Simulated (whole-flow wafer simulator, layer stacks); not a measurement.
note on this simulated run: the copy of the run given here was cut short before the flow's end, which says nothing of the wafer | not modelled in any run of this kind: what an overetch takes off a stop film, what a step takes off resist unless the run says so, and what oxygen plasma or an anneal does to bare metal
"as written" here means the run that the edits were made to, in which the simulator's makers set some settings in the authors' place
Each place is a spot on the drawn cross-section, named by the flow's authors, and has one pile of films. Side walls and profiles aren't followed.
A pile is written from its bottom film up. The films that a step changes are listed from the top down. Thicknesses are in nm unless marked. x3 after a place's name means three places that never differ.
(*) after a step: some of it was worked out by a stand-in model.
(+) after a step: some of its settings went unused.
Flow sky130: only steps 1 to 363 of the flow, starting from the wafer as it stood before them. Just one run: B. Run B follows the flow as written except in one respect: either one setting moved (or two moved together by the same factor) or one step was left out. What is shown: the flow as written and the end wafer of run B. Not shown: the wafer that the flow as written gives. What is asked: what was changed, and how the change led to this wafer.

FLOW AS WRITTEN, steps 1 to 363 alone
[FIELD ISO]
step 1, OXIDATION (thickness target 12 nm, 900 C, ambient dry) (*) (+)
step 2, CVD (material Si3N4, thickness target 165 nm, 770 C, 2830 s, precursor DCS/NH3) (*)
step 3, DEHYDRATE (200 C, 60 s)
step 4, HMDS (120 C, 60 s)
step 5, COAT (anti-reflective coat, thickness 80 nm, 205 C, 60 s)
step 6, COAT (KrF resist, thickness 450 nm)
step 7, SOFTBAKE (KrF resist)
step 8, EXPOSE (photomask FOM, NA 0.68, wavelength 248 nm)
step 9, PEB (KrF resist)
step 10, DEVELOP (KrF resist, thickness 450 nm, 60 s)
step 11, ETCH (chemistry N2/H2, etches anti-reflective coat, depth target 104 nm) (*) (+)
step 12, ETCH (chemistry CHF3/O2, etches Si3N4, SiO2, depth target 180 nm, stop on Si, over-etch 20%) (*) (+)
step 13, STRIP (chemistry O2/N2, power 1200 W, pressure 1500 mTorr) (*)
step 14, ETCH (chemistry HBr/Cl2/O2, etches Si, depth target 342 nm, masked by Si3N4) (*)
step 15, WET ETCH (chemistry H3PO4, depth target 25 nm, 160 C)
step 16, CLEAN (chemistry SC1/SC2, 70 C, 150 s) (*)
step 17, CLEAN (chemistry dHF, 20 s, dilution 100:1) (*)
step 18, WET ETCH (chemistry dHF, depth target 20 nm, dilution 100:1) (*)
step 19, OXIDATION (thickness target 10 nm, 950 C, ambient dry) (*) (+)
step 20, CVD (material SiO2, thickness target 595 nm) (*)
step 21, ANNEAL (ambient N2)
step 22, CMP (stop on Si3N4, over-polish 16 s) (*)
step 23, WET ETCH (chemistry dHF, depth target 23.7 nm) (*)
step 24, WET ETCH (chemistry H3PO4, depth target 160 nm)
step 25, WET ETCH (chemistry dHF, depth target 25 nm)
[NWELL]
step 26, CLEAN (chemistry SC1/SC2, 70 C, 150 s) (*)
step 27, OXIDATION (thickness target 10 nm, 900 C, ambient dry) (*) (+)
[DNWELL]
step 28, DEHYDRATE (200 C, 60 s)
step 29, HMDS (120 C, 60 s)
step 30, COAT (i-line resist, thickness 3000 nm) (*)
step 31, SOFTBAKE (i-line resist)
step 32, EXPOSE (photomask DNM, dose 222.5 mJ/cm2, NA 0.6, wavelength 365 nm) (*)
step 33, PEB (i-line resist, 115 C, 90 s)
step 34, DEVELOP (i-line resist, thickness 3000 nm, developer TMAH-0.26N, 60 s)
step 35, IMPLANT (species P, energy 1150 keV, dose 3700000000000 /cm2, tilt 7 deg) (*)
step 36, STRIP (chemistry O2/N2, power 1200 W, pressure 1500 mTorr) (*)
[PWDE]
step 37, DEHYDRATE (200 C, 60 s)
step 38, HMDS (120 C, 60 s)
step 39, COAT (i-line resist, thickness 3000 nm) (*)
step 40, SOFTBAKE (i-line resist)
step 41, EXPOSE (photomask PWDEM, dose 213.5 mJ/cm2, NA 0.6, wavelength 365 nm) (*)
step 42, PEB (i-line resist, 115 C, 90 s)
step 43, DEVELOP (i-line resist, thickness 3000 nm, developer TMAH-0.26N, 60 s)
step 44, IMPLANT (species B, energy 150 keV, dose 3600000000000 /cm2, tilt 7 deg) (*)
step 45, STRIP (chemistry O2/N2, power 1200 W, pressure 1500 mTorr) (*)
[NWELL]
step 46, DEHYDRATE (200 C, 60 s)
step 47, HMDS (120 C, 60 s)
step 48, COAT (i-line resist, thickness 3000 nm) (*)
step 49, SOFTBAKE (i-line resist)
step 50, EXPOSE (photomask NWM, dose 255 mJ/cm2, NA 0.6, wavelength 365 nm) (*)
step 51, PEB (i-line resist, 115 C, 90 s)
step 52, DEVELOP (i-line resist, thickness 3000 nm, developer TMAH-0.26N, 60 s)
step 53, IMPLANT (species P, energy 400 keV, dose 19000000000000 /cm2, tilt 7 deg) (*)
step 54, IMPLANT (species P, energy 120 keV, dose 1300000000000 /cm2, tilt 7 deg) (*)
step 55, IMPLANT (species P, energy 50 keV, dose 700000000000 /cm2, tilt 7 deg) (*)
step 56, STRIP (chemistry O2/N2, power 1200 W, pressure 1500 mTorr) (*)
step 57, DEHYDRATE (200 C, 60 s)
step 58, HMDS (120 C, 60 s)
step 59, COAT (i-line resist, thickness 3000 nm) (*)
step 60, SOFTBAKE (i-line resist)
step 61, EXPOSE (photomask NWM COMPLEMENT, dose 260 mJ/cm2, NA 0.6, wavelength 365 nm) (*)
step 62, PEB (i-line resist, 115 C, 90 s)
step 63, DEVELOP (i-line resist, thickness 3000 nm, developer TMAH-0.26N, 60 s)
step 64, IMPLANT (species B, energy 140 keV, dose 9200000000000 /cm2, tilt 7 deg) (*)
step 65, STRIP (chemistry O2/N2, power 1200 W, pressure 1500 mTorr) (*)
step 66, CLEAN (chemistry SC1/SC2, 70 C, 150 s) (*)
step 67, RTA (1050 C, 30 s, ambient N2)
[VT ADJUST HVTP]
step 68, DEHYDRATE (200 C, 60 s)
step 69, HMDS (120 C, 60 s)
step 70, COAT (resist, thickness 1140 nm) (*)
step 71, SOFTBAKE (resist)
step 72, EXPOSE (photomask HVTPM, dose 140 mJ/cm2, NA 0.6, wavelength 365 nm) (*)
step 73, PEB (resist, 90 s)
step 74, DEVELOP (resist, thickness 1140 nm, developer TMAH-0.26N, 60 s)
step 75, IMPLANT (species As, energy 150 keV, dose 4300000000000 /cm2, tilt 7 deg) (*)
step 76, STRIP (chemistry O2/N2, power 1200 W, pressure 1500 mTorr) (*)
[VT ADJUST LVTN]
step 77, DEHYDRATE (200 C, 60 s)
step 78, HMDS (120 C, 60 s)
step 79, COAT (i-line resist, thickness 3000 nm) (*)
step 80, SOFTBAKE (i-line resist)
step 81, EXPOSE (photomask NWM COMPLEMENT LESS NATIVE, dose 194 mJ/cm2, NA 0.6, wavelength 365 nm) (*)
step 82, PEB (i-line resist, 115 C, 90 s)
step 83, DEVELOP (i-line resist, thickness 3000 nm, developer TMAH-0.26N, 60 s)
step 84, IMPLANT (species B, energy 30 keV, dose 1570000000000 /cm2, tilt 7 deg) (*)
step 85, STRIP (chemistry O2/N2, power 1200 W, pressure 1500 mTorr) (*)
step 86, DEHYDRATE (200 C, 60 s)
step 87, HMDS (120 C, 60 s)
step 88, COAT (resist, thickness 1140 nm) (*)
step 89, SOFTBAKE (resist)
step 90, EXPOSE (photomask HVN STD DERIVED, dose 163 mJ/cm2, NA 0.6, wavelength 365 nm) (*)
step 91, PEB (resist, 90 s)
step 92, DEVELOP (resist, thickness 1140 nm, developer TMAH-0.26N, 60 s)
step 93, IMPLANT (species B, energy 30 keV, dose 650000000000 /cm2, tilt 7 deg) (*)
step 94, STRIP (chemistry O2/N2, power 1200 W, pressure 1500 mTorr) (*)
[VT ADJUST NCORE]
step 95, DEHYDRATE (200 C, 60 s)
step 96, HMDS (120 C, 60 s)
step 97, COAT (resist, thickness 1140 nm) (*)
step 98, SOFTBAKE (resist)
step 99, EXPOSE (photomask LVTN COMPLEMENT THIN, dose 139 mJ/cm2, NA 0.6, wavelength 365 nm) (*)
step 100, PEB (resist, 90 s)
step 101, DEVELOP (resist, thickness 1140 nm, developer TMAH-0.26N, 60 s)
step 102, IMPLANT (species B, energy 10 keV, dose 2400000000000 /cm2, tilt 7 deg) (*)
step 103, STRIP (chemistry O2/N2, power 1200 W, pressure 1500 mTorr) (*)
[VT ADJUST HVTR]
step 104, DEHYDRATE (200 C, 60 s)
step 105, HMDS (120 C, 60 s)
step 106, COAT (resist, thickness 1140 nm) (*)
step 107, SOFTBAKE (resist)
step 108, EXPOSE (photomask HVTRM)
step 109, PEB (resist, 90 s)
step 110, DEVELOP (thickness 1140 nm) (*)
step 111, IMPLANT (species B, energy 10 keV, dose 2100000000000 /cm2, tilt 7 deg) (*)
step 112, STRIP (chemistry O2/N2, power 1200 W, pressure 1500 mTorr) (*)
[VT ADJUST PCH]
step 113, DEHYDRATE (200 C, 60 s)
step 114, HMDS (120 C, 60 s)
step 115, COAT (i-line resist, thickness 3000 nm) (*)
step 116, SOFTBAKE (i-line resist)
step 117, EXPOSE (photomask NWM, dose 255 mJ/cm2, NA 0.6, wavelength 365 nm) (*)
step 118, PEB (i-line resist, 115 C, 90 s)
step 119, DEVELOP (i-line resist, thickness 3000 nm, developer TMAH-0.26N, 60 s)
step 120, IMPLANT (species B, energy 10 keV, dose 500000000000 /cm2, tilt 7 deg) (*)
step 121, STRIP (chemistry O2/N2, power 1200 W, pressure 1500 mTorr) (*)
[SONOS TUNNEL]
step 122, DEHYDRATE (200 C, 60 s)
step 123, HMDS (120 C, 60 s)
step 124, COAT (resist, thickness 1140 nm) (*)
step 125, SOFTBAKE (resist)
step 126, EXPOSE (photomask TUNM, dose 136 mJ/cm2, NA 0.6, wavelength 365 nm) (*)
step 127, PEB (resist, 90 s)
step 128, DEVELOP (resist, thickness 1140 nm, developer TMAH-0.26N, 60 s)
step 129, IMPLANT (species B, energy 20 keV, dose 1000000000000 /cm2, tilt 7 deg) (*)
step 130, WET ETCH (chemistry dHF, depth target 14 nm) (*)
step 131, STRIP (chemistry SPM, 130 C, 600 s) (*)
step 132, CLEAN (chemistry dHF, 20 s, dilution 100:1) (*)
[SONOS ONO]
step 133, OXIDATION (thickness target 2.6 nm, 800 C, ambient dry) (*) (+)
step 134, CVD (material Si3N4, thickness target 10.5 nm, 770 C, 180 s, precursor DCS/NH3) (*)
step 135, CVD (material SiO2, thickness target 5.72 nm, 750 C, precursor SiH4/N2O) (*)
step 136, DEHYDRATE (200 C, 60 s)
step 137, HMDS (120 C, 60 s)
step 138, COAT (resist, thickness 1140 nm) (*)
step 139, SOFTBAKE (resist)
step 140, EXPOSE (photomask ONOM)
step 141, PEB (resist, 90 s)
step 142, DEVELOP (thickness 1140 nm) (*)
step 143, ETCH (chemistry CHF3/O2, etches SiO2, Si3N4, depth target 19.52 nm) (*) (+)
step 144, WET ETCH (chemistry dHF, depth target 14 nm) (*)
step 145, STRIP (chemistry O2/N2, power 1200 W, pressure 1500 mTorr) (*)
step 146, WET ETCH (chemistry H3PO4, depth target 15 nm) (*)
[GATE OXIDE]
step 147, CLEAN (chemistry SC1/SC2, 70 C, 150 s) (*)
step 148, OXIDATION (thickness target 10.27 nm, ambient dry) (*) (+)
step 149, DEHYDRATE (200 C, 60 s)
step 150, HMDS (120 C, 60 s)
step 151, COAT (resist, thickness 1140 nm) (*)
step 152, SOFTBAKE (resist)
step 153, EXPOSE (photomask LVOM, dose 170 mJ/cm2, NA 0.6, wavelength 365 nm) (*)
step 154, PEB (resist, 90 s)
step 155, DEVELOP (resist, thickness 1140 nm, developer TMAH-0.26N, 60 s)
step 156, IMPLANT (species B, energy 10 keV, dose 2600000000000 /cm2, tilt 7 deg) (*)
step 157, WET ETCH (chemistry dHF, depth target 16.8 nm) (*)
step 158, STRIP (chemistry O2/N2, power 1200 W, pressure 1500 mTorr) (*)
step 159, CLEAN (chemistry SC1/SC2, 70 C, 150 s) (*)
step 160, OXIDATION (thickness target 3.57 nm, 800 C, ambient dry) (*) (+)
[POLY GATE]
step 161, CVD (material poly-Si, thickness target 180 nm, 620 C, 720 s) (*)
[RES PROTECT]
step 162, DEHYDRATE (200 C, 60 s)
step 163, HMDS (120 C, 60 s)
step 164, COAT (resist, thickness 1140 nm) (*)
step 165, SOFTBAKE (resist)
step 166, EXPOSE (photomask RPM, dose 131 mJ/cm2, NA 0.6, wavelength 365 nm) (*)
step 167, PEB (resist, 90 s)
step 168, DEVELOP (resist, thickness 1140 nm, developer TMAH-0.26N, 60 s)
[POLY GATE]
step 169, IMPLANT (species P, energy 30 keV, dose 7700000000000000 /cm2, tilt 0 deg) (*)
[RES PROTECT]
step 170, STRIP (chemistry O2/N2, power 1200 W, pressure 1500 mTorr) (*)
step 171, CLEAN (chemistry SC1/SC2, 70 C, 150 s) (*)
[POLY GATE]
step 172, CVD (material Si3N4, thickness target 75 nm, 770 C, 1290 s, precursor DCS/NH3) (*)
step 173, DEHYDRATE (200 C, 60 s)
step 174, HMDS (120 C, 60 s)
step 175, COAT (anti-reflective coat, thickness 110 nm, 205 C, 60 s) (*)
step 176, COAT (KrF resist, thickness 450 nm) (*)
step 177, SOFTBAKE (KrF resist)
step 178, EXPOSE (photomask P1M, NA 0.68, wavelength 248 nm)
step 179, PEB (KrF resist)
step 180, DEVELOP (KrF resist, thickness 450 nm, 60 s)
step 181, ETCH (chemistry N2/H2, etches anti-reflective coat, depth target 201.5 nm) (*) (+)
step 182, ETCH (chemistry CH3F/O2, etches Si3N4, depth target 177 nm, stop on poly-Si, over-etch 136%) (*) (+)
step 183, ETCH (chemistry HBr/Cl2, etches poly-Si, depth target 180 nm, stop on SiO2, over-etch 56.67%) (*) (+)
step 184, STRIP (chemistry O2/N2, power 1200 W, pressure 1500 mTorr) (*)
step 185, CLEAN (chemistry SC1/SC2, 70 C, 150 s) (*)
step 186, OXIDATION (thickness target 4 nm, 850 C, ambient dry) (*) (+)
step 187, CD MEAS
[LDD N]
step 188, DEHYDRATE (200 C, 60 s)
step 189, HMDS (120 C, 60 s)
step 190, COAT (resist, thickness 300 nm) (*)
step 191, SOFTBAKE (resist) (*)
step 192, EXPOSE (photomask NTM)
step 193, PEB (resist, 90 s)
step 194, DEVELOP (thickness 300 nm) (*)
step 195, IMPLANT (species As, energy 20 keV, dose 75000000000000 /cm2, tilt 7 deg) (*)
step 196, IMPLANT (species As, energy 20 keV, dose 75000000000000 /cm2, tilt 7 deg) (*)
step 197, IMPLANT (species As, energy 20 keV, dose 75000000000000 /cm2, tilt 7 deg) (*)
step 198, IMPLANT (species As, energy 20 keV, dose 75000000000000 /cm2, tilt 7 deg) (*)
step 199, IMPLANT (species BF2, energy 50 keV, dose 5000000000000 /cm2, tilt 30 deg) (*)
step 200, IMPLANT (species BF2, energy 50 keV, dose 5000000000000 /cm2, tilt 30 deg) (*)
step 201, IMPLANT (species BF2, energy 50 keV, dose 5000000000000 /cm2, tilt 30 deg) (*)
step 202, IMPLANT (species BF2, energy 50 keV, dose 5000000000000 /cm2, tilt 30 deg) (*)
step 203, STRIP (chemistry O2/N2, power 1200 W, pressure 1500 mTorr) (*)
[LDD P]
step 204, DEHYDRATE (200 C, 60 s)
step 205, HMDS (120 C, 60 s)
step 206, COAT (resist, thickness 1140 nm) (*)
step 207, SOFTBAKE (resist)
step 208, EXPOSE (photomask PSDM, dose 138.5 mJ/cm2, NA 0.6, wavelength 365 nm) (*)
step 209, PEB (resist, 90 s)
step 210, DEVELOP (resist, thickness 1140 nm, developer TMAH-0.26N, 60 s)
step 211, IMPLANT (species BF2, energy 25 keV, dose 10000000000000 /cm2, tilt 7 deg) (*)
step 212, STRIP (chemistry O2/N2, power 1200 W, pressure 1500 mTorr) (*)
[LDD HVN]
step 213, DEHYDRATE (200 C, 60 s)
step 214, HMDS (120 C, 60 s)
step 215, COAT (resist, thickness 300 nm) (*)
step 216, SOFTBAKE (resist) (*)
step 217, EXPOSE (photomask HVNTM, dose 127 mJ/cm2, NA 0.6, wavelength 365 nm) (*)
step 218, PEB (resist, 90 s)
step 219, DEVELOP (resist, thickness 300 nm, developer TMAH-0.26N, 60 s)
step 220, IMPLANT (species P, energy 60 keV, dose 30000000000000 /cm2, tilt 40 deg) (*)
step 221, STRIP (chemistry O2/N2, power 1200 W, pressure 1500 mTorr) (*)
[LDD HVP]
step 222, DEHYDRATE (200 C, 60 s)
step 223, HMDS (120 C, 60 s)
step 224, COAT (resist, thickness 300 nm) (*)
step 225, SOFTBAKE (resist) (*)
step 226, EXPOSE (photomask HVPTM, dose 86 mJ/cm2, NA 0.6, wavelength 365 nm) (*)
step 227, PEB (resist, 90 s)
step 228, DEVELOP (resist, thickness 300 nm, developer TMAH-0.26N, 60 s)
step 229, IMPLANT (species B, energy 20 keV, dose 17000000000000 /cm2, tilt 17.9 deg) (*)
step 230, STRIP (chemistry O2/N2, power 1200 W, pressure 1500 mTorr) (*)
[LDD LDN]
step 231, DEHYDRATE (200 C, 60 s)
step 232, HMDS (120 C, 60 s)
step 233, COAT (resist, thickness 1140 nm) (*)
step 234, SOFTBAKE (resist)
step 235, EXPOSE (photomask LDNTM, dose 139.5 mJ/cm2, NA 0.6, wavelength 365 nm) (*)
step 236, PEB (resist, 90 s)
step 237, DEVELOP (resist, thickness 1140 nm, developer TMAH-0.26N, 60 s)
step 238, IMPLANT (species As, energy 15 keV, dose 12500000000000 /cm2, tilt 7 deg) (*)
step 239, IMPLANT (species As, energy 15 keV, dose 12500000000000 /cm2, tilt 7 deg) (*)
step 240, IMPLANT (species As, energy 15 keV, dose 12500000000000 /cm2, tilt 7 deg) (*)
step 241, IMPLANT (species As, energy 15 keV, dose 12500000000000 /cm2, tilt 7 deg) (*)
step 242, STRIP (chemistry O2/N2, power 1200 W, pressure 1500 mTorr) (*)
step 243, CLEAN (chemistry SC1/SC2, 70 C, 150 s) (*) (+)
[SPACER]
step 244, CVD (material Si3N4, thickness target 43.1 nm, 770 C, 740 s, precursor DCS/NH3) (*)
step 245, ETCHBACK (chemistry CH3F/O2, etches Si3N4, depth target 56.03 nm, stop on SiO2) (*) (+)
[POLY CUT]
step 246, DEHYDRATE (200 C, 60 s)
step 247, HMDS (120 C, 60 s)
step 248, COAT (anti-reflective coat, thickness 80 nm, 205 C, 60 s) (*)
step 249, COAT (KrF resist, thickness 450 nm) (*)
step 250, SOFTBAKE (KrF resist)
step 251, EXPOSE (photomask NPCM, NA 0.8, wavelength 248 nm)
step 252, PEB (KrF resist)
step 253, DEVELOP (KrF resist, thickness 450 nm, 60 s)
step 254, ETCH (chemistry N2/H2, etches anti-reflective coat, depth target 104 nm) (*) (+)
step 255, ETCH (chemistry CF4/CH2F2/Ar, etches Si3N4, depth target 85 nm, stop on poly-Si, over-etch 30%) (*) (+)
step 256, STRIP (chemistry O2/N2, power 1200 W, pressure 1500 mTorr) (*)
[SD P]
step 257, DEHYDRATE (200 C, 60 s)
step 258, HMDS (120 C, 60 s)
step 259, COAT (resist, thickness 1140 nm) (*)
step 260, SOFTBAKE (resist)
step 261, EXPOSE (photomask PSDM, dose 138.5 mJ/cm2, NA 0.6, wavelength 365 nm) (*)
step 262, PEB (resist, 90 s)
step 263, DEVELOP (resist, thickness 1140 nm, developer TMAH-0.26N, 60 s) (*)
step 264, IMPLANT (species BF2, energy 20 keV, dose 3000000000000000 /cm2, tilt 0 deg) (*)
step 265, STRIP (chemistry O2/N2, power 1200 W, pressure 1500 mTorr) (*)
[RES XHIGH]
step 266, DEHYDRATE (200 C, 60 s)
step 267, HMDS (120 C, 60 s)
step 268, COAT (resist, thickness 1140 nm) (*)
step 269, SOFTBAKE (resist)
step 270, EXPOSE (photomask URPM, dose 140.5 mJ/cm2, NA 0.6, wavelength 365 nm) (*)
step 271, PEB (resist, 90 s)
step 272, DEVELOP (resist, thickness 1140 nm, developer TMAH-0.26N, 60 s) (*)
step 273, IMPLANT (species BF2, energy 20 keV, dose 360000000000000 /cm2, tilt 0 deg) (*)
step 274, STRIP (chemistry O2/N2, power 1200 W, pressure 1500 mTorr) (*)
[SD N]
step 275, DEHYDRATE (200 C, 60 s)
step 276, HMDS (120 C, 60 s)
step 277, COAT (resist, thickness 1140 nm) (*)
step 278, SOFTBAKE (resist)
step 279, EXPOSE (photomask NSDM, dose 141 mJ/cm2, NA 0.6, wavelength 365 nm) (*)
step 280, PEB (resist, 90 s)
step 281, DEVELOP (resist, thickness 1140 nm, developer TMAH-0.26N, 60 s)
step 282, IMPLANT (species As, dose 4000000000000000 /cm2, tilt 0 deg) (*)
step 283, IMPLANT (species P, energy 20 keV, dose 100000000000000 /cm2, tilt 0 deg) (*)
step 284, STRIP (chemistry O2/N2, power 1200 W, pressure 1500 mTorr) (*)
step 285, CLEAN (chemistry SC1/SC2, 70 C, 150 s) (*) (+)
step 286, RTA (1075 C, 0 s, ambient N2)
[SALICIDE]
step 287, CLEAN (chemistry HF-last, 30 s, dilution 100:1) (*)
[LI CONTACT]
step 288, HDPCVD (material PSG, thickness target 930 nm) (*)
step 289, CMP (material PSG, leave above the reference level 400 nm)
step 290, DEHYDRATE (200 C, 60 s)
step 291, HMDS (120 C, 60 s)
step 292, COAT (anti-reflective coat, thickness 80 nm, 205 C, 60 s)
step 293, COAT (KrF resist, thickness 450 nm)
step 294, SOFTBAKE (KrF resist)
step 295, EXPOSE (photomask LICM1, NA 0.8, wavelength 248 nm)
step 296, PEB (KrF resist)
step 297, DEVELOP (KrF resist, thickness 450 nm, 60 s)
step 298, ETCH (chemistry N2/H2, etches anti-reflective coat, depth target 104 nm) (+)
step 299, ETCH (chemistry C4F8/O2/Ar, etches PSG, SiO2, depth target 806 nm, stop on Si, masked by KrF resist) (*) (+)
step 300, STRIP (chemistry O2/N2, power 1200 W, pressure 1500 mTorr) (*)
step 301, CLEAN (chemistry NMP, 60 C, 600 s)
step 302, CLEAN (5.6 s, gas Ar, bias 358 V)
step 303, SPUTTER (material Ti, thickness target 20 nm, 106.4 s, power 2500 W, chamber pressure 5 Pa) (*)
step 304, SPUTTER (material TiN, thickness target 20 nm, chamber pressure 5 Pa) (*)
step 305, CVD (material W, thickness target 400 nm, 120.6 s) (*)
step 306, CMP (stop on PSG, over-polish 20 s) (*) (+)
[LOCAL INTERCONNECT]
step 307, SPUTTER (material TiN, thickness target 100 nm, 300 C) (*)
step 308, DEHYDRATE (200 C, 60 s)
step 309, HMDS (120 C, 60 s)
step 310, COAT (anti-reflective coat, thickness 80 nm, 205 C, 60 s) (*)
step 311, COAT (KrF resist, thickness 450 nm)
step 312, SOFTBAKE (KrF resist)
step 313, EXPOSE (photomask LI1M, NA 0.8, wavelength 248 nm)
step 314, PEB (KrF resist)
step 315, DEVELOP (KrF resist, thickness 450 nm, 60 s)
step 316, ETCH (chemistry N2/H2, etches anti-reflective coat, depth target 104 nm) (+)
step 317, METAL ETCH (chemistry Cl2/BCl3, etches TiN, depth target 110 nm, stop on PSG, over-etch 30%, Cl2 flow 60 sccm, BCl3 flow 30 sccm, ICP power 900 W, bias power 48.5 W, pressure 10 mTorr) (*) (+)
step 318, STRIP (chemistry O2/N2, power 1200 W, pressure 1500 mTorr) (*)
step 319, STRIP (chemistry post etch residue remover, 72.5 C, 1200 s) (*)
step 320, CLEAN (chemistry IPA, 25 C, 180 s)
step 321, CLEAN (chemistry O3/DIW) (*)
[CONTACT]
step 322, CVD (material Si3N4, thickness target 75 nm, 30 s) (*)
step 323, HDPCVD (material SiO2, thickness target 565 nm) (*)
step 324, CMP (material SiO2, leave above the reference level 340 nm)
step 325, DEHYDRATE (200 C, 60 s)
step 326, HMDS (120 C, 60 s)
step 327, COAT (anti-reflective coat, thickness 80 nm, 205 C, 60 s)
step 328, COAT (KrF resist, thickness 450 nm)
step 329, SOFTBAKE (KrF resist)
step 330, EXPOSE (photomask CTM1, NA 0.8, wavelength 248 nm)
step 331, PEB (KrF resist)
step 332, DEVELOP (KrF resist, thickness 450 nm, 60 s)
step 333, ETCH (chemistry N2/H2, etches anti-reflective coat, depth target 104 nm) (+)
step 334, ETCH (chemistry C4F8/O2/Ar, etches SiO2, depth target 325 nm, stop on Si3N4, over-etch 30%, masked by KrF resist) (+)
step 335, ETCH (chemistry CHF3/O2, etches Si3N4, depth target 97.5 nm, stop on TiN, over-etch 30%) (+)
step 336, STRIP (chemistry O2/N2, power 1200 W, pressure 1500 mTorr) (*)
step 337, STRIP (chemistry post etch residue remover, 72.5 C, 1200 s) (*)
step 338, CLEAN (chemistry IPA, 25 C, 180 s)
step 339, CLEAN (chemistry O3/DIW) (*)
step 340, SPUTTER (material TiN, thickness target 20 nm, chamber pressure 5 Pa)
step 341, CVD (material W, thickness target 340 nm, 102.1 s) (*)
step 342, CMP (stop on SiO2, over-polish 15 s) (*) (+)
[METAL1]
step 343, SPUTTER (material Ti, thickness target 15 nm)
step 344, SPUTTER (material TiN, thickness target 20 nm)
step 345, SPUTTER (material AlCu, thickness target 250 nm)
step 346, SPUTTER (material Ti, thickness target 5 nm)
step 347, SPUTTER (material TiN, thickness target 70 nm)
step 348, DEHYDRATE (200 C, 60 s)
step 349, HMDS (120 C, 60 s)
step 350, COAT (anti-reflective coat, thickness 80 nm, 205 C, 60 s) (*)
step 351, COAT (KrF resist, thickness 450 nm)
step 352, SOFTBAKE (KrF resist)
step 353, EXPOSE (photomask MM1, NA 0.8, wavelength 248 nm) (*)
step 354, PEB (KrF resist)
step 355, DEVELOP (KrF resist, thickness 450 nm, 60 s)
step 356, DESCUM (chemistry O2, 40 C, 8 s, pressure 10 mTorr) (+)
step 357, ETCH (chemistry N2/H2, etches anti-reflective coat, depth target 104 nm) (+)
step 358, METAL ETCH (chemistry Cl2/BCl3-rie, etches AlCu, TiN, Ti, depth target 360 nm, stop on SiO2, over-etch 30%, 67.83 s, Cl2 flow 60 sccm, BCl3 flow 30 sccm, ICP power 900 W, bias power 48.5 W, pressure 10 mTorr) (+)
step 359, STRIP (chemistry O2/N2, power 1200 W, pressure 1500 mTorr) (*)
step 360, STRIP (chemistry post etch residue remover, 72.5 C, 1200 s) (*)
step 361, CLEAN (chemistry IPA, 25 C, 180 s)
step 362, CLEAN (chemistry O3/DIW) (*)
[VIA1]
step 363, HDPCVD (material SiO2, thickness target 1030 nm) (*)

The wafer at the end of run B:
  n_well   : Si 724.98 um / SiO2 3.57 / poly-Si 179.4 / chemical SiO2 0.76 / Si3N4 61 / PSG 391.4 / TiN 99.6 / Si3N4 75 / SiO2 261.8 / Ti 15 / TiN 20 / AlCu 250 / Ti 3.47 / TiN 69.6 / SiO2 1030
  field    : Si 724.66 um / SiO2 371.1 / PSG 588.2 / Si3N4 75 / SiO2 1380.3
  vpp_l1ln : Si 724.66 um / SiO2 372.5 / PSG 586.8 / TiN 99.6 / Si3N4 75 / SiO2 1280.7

Cause: step 346, SPUTTER: thickness target 3.47 nm was run, while the flow as written has thickness target 5 nm.
The wafer itself shows it: n_well has Ti 3.47, and step 346 as written asks for 5 nm.

Step by step, how the change led to this:
  step 346, SPUTTER (material Ti, thickness target 5 nm)
      field, active, n_well and 188 more: Ti gains 3.47 (new film) (in the flow as written it would be: Ti gains 5 (new film))
  step 358, METAL ETCH (chemistry Cl2/BCl3-rie, etches AlCu, TiN, Ti, depth target 360 nm, stop on SiO2, over-etch 30%, 67.83 s, Cl2 flow 60 sccm, BCl3 flow 30 sccm, ICP power 900 W, bias power 48.5 W, pressure 10 mTorr) (+)
      field, active, gate and 81 more: TiN loses 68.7 (all of it), Ti loses 3.47 (all of it), AlCu loses 250 (all of it), TiN loses 20 (all of it), Ti loses 15 (all of it), SiO2 loses 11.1 (in the flow as written it would be: TiN loses 68.7 (all of it), Ti loses 5 (all of it), AlCu loses 250 (all of it), TiN loses 20 (all of it), Ti loses 15 (all of it), SiO2 loses 10.9)
